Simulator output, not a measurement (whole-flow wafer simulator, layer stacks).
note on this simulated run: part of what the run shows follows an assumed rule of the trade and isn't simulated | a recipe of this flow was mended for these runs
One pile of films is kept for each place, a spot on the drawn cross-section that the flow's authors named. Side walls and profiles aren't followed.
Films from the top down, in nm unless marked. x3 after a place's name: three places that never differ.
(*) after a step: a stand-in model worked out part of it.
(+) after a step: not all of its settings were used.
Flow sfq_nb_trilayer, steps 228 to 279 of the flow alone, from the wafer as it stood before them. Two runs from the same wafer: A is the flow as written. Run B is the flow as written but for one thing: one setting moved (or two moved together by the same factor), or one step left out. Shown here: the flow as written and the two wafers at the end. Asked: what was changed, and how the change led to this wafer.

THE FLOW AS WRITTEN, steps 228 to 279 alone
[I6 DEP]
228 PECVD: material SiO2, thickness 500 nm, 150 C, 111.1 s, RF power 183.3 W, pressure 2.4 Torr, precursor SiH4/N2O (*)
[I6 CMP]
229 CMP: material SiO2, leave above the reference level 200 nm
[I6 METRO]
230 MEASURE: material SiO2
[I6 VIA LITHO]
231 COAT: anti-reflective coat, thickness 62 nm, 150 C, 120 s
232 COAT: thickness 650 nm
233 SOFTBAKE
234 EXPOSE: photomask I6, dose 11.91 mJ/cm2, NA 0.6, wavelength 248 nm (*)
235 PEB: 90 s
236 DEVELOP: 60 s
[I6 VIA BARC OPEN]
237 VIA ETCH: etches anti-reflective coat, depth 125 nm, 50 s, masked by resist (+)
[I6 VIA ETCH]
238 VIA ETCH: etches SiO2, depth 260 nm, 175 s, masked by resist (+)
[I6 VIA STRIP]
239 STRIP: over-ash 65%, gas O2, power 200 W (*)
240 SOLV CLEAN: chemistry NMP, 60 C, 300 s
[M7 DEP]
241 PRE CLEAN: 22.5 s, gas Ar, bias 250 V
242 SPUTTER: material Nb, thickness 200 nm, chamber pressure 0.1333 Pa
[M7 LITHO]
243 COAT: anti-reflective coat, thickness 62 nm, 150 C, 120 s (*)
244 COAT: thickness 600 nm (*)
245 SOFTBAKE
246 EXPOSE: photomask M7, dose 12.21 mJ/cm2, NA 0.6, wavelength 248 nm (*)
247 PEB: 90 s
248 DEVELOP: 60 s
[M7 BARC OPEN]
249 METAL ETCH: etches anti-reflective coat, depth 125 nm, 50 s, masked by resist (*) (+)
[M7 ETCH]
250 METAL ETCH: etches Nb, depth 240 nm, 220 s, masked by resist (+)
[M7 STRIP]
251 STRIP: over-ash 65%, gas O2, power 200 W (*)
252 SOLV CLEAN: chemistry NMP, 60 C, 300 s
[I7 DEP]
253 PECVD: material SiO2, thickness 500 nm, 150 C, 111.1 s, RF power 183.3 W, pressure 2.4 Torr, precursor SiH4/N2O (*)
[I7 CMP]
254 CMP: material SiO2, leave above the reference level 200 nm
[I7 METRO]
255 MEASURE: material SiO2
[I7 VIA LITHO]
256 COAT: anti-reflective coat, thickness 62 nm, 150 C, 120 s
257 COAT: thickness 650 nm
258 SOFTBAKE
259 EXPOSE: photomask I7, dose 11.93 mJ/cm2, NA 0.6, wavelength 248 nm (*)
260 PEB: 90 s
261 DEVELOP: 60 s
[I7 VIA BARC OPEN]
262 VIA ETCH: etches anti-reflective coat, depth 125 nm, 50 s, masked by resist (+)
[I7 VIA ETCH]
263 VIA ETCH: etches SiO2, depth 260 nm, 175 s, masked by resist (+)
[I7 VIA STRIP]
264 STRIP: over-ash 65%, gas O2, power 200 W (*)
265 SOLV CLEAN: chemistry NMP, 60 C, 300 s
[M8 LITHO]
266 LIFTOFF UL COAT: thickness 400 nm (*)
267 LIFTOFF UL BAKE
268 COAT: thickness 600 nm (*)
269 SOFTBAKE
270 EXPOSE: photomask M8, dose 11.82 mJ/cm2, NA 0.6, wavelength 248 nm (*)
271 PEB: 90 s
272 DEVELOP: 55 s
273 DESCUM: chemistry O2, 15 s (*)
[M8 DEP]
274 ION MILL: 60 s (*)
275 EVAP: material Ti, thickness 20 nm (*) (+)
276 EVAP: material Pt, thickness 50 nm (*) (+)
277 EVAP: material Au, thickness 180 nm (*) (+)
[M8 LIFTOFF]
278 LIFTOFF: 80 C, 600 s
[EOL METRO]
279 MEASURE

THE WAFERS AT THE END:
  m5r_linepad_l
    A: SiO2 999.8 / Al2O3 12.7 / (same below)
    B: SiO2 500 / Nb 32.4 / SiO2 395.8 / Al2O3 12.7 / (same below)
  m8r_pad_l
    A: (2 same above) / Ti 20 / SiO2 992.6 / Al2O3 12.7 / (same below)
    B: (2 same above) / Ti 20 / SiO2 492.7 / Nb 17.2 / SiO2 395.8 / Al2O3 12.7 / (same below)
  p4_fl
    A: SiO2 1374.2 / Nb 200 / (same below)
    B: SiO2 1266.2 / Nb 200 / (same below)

The cause: step 228, PECVD: thickness 200 nm was run, where the flow has thickness 500 nm; step 228, PECVD: 44.44 s was run, where the flow has 111.1 s.

How the change led to this, step by step:
  228 PECVD: material SiO2, thickness 500 nm, 150 C, 111.1 s, RF power 183.3 W, pressure 2.4 Torr, precursor SiH4/N2O (*)
      field_l, p4_fl, p4_fm and 62 more: A SiO2 +500 | B SiO2 +200
      v_sur, via_wl, via_w and 21 more: A SiO2 +500 (new film) | B SiO2 +200 (new film)
      (and at 17 more places)
  229 CMP: material SiO2, leave above the reference level 200 nm
      field_l, p4_fl, p4_fm and 59 more: A SiO2 -96 | B nothing
      v_sur, via_wl, via_w and 15 more: A SiO2 -300 | B nothing
      (and at 26 more places)
  231 COAT: anti-reflective coat, thickness 62 nm, 150 C, 120 s
      m0r_line_l, m0r_line_r, m7r_line_l, m7r_line_r: A anti-reflective coat +62 (new film) | B anti-reflective coat +24.1 (new film)
      m0r_space_l, m0r_space_r, m7r_space_l, m7r_space_r: A anti-reflective coat +62 (new film) | B anti-reflective coat +100.4 (new film)
      (and at 93 more places)
  232 COAT: thickness 650 nm
      m0r_line_l, m0r_line_r, m7r_line_l, m7r_line_r: A KrF-resist-other-grade +650 (new film) | B KrF-resist-other-grade +726 (new film)
      p3_s1, m5r_space_l, m5r_space_r: A KrF-resist-other-grade +650 (new film) | B KrF-resist-other-grade +669 (new film)
      (and at 68 more places)
  236 DEVELOP: 60 s
      via_v: A KrF-resist-other-grade -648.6 (all of it) | B KrF-resist-other-grade -594.9 (all of it)
  237 VIA ETCH: etches anti-reflective coat, depth 125 nm, 50 s, masked by resist (+)
      via_v: A anti-reflective coat -62 (all of it), SiO2 -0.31 | B anti-reflective coat -56.2 (all of it), SiO2 -0.34
  239 STRIP: over-ash 65%, gas O2, power 200 W (*)
      m0r_line_l, m0r_line_r, m7r_line_l, m7r_line_r: A KrF-resist-other-grade -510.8 (all of it), anti-reflective coat -62 (all of it) | B KrF-resist-other-grade -586.6 (all of it), anti-reflective coat -24.1 (all of it)
      m0r_space_l, m0r_space_r, m7r_space_l, m7r_space_r: A KrF-resist-other-grade -510.8 (all of it), anti-reflective coat -62 (all of it) | B KrF-resist-other-grade -523.7 (all of it), anti-reflective coat -100.4 (all of it)
      (and at 93 more places)
  242 SPUTTER: material Nb, thickness 200 nm, chamber pressure 0.1333 Pa
      lsp_r, l0_sur, l0v: A Nb +200 (new film) | B Nb +189.7 (new film)
      moat, lsp_m: A Nb +200 (new film) | B Nb +172.6 (new film)
      (and at 3 more places)
  243 COAT: anti-reflective coat, thickness 62 nm, 150 C, 120 s (*)
      p4_fl, wl_e_m5: A anti-reflective coat +62 (new film) | B anti-reflective coat +65.3 (new film)
      p3_s3, p3_s4: A anti-reflective coat +62 (new film) | B anti-reflective coat +64.1 (new film)
      (and at 97 more places)
  244 COAT: thickness 600 nm (*)
      m0r_line_l, m7r_line_l: A KrF-resist-other-grade +600 (new film) | B KrF-resist-other-grade +674.2 (new film)
      m0r_space_r, m7r_space_r: A KrF-resist-other-grade +600 (new film) | B KrF-resist-other-grade +613.4 (new film)
      (and at 75 more places)
  247 PEB: 90 s
      be: A KrF-resist-other-grade -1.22 | B KrF-resist-other-grade -1.82
  248 DEVELOP: 60 s
      m0r_space_r, m7r_space_r: A KrF-resist-other-grade -598.7 (all of it) | B KrF-resist-other-grade -612.1 (all of it)
      m5r_line_l, m5r_line_r: A KrF-resist-other-grade -598.7 (all of it) | B KrF-resist-other-grade -645.5 (all of it)
      (and at 38 more places)
  249 METAL ETCH: etches anti-reflective coat, depth 125 nm, 50 s, masked by resist (*) (+)
      m5r_linepad_l, m5r_linepad_r, r5r_spacepad_l, r5r_spacepad_r, m8r_pad_l, m8r_pad_r: A anti-reflective coat -62 (all of it) | B anti-reflective coat -125
      field_l: A anti-reflective coat -61.6 (all of it) | B anti-reflective coat -125
      (and at 53 more places)
  250 METAL ETCH: etches Nb, depth 240 nm, 220 s, masked by resist (+)
      m5r_linepad_l, m5r_linepad_r: A Nb -200 (all of it), SiO2 -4 | B anti-reflective coat -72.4 (all of it), Nb -167.6
      r5r_spacepad_l, r5r_spacepad_r: A Nb -200 (all of it), SiO2 -4 | B anti-reflective coat -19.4 (all of it), Nb -200 (all of it), SiO2 -2.06
      (and at 5 more places)
  251 STRIP: over-ash 65%, gas O2, power 200 W (*)
      v_sur: A KrF-resist-other-grade -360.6 (all of it), anti-reflective coat -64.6 (all of it) | B KrF-resist-other-grade -313.7 (all of it), anti-reflective coat -27.9 (all of it)
      via_wl: A KrF-resist-other-grade -357.5 (all of it), anti-reflective coat -67.5 (all of it) | B KrF-resist-other-grade -301.9 (all of it), anti-reflective coat -51.4 (all of it)
      (and at 39 more places)
  253 PECVD: material SiO2, thickness 500 nm, 150 C, 111.1 s, RF power 183.3 W, pressure 2.4 Torr, precursor SiH4/N2O (*)
      m5r_linepad_l, m5r_linepad_r, m8r_pad_l, m8r_pad_r: A SiO2 +500 | B SiO2 +500 (new film)
      m6r_space_l, m6r_space_r: A SiO2 +500 | B SiO2 +603.2
      (and at 5 more places)
  ... 9 more steps ...
  278 LIFTOFF: 80 C, 600 s
      m5r_line_l, m5r_line_r: A Au -180 (all of it), Pt -50 (all of it), Ti -20 (all of it), KrF-resist-other-grade -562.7 (all of it), lift-off-underlayer -400 (all of it) | B Au -180 (all of it), Pt -50 (all of it), Ti -20 (all of it), KrF-resist-other-grade -571.2 (all of it), lift-off-underlayer -411.5 (all of it)
      m5r_space_l, m5r_space_r: A Au -180 (all of it), Pt -50 (all of it), Ti -20 (all of it), KrF-resist-other-grade -562.7 (all of it), lift-off-underlayer -400 (all of it) | B Au -180 (all of it), Pt -50 (all of it), Ti -20 (all of it), KrF-resist-other-grade -565.9 (all of it), lift-off-underlayer -419.6 (all of it)
      (and at 54 more places)
Counting metal films that touch as one body, m5r_linepad_l has 3 bodies (between them, from the top down: SiO2 395.8 / Al2O3 12.7 / Nb2O5 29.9; SiO2 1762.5); the flow as written gives 2 bodies (between them, from the top down: SiO2 1762.5).
Counting metal films that touch as one body, m8r_pad_l has 4 bodies (between them, from the top down: SiO2 492.7; SiO2 395.8 / Al2O3 12.7 / Nb2O5 29.9; SiO2 1762.5); the flow as written gives 3 bodies (between them, from the top down: SiO2 992.6 / Al2O3 12.7 / Nb2O5 29.9; SiO2 1762.5).
